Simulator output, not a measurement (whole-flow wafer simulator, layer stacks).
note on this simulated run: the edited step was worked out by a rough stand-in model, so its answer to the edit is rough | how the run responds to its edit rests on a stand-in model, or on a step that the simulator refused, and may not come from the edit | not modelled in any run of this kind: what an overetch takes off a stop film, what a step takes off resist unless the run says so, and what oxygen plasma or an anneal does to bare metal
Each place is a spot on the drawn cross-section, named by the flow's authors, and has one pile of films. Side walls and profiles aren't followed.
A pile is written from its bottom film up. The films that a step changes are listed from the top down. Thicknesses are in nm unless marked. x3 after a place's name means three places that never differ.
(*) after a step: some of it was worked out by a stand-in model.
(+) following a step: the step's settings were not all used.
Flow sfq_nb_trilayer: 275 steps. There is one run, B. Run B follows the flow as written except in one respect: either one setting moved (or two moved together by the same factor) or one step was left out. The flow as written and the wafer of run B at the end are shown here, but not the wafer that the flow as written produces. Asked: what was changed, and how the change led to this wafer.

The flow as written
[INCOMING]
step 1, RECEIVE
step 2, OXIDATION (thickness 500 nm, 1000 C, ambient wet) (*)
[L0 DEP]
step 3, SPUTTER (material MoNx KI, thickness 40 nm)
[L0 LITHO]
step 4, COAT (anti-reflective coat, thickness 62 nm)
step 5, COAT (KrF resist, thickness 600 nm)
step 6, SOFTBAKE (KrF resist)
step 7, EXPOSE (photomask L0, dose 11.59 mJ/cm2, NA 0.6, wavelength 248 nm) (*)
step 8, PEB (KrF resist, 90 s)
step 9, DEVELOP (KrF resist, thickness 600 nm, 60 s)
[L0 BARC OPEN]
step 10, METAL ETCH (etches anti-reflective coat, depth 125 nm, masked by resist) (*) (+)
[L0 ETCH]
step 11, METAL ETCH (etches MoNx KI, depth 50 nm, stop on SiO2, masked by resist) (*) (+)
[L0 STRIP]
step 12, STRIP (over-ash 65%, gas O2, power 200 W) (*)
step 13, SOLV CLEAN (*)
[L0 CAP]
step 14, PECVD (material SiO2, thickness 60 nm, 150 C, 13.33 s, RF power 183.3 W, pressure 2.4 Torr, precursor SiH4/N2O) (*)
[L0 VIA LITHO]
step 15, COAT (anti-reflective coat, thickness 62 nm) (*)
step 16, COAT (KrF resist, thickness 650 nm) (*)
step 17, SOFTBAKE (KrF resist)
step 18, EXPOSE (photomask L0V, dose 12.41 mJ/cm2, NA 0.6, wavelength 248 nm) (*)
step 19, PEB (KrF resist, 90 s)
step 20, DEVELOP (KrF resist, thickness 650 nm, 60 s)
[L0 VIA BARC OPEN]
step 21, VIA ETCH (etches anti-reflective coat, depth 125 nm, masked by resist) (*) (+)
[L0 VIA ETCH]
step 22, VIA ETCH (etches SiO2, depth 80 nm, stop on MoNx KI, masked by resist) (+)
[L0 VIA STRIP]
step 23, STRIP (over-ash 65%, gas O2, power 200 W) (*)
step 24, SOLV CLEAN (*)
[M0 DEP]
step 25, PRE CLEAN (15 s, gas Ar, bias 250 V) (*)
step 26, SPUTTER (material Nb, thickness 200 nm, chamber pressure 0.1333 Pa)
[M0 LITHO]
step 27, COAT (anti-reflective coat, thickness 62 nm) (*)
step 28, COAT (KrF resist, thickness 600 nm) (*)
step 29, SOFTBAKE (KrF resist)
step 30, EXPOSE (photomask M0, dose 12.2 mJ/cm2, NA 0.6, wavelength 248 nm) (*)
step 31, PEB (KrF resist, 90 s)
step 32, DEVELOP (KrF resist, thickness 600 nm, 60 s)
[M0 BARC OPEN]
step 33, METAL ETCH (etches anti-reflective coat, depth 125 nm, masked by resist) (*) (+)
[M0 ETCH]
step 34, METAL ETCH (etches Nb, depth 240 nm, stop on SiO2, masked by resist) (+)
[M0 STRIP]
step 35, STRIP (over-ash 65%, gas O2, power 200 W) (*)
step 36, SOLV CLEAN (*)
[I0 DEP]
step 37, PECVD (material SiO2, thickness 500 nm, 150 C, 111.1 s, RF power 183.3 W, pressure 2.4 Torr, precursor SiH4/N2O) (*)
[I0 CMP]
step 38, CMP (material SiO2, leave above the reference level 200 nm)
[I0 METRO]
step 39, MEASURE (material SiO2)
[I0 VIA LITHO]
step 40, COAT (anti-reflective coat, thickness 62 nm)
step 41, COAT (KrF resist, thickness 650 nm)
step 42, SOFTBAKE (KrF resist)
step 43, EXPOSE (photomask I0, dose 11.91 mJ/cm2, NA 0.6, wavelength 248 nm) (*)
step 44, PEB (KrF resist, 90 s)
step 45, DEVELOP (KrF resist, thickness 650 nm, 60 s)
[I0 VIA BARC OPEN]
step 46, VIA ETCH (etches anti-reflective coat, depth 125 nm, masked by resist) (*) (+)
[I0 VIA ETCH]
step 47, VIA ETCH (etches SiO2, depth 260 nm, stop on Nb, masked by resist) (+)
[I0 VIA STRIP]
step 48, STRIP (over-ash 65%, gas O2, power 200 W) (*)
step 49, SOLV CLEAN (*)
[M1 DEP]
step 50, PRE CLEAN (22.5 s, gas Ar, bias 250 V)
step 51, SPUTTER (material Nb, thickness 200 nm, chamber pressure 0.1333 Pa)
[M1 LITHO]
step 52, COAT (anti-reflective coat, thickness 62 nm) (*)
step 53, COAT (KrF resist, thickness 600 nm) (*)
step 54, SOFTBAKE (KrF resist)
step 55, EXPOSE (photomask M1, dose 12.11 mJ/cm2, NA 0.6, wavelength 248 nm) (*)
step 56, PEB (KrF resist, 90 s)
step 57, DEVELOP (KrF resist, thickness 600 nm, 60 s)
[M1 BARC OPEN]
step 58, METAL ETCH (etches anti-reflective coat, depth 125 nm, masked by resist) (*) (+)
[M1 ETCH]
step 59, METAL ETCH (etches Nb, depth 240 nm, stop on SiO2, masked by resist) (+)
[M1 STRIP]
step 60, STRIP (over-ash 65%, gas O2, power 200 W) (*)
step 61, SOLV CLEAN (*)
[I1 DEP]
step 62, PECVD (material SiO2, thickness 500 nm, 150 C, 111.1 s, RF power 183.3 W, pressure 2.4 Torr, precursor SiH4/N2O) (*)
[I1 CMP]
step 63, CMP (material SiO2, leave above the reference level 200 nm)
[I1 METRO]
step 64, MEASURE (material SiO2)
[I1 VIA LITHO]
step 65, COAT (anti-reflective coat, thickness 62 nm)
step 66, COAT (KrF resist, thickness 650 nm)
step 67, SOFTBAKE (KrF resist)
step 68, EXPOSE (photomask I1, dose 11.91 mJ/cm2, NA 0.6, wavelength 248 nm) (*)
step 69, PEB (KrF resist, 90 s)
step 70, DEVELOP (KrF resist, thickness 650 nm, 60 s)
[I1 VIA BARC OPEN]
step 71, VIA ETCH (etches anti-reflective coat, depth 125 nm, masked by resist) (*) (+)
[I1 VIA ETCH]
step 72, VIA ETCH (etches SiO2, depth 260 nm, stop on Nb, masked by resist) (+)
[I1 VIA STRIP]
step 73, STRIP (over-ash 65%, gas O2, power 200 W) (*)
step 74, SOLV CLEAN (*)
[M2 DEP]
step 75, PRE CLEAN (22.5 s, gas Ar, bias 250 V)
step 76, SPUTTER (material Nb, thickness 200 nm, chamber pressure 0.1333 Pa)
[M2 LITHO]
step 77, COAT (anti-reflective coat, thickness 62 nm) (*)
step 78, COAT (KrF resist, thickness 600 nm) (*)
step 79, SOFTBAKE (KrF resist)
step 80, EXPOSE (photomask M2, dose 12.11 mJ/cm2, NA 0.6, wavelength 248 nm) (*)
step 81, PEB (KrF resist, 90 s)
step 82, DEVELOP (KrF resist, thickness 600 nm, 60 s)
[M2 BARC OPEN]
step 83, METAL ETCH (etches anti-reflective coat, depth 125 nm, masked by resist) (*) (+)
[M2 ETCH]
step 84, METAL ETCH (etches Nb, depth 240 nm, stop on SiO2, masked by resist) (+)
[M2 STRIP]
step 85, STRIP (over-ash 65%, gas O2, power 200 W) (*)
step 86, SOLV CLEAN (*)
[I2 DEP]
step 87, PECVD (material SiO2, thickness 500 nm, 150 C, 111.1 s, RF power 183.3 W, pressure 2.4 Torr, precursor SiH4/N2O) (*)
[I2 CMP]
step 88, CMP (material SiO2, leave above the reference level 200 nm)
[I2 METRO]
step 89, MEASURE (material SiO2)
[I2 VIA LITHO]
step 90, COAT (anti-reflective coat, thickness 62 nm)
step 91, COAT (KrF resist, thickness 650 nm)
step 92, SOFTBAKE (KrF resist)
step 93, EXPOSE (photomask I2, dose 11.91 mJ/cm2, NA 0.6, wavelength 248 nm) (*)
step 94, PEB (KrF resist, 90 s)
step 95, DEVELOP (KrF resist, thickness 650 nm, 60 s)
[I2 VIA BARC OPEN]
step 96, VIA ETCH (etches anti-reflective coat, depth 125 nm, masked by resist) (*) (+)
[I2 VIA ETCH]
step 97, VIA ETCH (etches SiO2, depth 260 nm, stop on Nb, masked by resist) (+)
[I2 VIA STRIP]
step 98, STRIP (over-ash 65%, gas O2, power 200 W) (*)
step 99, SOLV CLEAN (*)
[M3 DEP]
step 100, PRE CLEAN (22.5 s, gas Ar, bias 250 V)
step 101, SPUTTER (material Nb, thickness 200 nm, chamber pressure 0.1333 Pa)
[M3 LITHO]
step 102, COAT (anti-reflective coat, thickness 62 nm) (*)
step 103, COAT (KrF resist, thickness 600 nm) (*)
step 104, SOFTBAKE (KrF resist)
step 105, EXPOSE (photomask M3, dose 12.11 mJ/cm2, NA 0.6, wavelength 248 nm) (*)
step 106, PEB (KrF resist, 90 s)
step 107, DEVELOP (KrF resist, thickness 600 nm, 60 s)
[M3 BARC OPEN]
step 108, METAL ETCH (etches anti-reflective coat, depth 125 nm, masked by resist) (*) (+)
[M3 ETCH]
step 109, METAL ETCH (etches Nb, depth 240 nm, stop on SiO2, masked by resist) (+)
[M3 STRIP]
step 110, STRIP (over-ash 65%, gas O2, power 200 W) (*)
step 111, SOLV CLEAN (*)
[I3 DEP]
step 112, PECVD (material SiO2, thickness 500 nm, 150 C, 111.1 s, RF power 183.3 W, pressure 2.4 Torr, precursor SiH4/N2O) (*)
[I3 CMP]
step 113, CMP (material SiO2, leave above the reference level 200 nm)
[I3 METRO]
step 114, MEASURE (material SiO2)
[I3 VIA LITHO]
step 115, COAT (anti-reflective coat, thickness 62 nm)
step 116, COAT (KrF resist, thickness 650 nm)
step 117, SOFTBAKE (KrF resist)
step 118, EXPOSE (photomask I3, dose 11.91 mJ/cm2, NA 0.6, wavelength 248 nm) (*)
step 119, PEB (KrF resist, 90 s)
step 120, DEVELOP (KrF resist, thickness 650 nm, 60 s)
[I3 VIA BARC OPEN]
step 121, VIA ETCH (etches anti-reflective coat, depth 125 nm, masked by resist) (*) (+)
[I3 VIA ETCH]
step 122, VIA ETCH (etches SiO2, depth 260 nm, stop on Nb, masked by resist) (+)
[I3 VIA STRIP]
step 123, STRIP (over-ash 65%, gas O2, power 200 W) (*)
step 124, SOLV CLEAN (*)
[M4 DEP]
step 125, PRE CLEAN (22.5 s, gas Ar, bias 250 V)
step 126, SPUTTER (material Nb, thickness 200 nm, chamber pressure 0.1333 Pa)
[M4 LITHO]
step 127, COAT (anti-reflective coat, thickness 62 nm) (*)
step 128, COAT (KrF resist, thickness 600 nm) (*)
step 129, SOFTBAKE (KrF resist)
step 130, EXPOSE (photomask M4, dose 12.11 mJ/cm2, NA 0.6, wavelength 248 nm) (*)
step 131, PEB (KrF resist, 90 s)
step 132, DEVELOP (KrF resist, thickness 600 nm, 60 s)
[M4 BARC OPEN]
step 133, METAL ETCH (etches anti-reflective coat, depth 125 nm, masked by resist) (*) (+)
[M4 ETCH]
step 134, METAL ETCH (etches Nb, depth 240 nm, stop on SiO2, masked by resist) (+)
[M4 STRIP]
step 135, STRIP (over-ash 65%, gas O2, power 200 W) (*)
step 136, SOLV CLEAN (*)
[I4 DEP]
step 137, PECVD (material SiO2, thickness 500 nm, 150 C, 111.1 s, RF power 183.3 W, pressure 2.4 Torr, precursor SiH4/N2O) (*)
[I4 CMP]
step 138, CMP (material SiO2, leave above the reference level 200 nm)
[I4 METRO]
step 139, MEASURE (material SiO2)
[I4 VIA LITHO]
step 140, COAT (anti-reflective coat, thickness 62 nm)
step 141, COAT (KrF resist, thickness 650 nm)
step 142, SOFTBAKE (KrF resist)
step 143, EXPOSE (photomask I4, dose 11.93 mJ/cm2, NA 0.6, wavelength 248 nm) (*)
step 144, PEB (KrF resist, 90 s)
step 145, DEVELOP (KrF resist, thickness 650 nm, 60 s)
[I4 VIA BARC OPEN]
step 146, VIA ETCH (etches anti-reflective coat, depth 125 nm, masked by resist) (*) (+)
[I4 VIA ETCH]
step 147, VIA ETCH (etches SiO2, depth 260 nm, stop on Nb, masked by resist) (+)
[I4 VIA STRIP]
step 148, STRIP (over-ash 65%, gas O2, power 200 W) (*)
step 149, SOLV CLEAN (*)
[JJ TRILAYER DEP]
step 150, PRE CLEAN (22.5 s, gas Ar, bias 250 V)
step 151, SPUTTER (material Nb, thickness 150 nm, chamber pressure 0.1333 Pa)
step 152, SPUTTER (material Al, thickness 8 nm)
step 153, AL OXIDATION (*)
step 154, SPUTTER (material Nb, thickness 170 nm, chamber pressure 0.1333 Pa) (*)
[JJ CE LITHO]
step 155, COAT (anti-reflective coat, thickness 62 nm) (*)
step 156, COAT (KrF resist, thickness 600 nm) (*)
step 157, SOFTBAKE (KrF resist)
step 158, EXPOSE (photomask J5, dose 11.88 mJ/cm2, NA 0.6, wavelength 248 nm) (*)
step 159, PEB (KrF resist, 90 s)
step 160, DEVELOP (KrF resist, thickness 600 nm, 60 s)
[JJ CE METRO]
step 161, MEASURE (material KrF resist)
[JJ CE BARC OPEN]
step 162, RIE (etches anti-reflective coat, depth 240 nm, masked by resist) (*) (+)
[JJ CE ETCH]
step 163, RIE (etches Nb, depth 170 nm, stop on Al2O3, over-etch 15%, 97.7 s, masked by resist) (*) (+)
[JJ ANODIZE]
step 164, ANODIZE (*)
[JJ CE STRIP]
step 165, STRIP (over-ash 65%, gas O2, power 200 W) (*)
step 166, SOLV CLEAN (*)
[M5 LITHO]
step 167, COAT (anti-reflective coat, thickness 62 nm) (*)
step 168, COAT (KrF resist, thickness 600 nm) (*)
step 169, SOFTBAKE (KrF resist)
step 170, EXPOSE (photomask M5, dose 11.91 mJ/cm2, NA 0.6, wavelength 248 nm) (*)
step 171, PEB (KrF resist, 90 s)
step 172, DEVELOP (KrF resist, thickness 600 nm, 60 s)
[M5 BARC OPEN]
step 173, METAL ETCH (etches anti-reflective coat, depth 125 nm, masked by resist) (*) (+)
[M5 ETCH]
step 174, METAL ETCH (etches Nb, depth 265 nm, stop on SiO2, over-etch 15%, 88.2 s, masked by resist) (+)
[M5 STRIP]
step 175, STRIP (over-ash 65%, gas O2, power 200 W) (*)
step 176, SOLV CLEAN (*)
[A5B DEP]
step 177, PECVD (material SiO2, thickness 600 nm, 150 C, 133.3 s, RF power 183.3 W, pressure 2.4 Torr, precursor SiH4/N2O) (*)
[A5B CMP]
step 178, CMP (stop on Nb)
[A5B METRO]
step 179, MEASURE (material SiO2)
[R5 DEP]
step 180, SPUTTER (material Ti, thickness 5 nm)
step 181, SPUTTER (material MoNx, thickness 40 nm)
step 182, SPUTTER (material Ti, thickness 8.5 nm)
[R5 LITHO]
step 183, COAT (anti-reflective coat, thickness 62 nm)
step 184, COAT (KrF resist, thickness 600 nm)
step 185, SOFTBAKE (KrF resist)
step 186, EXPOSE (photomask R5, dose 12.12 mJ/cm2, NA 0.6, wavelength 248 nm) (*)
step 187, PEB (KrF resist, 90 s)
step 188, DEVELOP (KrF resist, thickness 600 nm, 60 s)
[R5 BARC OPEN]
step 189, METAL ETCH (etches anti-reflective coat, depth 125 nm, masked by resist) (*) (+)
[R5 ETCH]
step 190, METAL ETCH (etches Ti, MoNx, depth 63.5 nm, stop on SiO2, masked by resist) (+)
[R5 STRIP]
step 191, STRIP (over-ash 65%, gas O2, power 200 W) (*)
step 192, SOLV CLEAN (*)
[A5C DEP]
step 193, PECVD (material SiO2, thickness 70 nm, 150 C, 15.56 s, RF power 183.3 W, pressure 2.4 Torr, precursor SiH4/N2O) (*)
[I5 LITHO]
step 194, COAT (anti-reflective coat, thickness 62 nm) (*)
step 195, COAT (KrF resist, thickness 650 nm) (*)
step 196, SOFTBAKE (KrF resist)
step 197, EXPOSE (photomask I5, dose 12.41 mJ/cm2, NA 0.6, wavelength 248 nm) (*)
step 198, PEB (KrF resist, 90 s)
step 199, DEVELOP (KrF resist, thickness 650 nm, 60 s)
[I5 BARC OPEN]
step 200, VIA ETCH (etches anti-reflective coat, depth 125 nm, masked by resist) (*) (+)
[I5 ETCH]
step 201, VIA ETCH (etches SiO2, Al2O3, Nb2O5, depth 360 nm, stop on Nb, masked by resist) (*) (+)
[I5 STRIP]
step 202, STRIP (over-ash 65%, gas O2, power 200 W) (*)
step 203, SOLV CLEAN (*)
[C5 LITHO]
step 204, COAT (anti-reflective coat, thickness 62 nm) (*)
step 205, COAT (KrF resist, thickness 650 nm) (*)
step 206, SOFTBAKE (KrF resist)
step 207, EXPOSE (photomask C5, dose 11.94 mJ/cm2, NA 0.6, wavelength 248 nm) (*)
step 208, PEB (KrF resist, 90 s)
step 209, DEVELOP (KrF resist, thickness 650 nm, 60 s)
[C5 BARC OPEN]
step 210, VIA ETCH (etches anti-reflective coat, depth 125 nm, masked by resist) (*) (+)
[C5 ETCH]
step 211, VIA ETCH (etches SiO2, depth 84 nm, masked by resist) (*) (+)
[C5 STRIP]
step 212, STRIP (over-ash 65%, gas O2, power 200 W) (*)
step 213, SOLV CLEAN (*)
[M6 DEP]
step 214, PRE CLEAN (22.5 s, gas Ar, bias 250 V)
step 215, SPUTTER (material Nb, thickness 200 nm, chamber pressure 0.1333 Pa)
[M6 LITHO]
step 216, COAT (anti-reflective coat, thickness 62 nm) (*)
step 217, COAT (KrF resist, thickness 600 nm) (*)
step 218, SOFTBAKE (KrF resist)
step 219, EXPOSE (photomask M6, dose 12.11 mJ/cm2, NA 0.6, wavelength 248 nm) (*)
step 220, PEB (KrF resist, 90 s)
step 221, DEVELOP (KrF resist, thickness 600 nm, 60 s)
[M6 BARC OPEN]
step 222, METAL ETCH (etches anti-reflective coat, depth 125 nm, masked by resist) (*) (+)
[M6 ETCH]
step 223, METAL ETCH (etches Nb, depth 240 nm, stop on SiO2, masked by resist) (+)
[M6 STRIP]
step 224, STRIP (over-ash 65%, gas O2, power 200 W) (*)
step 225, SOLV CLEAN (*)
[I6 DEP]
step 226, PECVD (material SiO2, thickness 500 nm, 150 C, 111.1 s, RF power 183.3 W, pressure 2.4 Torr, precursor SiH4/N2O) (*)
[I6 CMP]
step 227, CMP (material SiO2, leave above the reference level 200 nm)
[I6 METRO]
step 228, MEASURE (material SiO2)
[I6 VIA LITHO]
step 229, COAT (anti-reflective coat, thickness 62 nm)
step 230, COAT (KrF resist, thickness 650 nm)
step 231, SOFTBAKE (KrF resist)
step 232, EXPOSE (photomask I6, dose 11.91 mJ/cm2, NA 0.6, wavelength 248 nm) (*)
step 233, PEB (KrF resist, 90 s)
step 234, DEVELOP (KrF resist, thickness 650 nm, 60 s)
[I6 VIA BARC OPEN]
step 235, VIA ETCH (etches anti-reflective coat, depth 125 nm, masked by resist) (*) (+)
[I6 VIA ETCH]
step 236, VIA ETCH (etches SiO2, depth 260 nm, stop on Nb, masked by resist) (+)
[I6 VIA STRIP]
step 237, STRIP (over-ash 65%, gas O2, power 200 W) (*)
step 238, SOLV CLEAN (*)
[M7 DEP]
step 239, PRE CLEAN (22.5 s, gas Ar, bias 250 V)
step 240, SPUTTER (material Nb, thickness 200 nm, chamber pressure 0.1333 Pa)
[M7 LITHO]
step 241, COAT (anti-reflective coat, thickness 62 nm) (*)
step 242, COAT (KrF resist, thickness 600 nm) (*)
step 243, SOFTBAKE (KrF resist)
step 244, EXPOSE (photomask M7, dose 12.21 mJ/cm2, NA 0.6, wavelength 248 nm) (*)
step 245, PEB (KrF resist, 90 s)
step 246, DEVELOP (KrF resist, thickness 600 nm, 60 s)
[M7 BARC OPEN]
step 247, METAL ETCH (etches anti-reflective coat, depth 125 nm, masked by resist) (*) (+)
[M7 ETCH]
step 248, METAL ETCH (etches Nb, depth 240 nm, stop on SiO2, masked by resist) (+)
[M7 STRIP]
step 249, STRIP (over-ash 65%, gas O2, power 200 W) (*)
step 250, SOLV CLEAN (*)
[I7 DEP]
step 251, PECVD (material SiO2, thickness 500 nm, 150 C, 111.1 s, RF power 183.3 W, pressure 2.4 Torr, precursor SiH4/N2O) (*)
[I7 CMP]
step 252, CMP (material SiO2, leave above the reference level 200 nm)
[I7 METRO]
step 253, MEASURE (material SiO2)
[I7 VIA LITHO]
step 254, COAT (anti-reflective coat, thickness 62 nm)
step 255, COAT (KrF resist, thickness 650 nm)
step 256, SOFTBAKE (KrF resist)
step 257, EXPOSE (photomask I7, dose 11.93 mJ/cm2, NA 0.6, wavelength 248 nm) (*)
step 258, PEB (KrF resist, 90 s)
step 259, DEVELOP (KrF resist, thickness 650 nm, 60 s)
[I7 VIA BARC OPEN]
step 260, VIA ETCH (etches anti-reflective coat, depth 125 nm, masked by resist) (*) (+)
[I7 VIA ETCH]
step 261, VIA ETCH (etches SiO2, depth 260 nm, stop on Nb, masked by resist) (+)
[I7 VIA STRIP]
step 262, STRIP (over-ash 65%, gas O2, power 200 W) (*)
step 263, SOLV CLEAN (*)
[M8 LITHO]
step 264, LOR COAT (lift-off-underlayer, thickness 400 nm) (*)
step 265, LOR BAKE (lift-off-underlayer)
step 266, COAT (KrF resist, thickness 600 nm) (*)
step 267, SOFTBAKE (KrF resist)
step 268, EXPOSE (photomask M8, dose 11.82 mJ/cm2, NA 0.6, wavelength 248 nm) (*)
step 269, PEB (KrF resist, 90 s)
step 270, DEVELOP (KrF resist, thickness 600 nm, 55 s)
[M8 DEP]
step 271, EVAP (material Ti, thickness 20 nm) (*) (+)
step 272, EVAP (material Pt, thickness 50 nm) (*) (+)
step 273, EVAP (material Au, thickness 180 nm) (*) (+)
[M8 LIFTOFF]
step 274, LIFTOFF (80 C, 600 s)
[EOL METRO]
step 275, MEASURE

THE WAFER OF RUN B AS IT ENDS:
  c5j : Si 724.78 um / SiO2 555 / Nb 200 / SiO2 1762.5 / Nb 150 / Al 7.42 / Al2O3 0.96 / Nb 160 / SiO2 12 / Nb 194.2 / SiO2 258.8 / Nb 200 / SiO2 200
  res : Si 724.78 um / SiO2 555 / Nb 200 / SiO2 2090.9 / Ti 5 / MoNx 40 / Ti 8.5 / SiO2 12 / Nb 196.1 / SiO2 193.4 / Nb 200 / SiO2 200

The reason: step 211, VIA ETCH: depth 50.4 nm was run, though the flow has depth 84 nm.

Step by step, how the change led to this:
  step 211, VIA ETCH (etches SiO2, depth 84 nm, masked by resist) (*) (+)
      c5j: SiO2 loses 50.4 (in the flow as written it would be: SiO2 loses 69.9 (all of it), Nb loses 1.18)
      res: SiO2 loses 50.4 (in the flow as written it would be: SiO2 loses 69.9 (all of it))
      (and at 104 other places as well)
  step 214, PRE CLEAN (22.5 s, gas Ar, bias 250 V)
      c5j: SiO2 loses 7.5 (in the flow as written it would be: Nb loses 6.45)
      res: SiO2 loses 7.5 (in the flow as written it would be: Ti loses 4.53)
  step 215, SPUTTER (material Nb, thickness 200 nm, chamber pressure 0.1333 Pa)
      c5j: Nb gains 194.2 (new film) (in the flow as written it would be: Nb gains 188.4)
  step 216, COAT (anti-reflective coat, thickness 62 nm) (*)
      ce_l: anti-reflective coat gains 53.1 (new film) (in the flow as written it would be: anti-reflective coat gains 48 (new film))
      c5j: anti-reflective coat gains 96.6 (new film) (in the flow as written it would be: anti-reflective coat gains 110.7 (new film))
      (and at 4 other places as well)
  step 224, STRIP (over-ash 65%, gas O2, power 200 W) (*)
      ce_l: KrF resist loses 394 (all of it), anti-reflective coat loses 53.1 (all of it) (in the flow as written it would be: KrF resist loses 397.1 (all of it), anti-reflective coat loses 48 (all of it))
      c5j: KrF resist loses 409.3 (all of it), anti-reflective coat loses 96.6 (all of it) (in the flow as written it would be: KrF resist loses 418.3 (all of it), anti-reflective coat loses 110.7 (all of it))
      (and at 4 other places as well)
  step 226, PECVD (material SiO2, thickness 500 nm, 150 C, 111.1 s, RF power 183.3 W, pressure 2.4 Torr, precursor SiH4/N2O) (*)
      c5j: SiO2 gains 500 (new film) (in the flow as written it would be: SiO2 gains 514.7 (new film))
  step 227, CMP (material SiO2, leave above the reference level 200 nm)
      c5j: SiO2 loses 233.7 (in the flow as written it would be: SiO2 loses 223)
      res: SiO2 loses 299.1 (in the flow as written it would be: SiO2 loses 279.4)
If metal films that touch count as one body, c5j has 5 bodies (between them, from the top down: SiO2 258.8; SiO2 12; Al2O3 0.96; SiO2 1762.5); the flow as written gives 4 bodies (between them, from the top down: SiO2 284.2; Al2O3 0.96; SiO2 1762.5).
If metal films that touch count as one body, res has 4 bodies (between them, from the top down: SiO2 193.4; SiO2 12; SiO2 2090.9); the flow as written gives 3 bodies (between them, from the top down: SiO2 213.1; SiO2 2090.9).
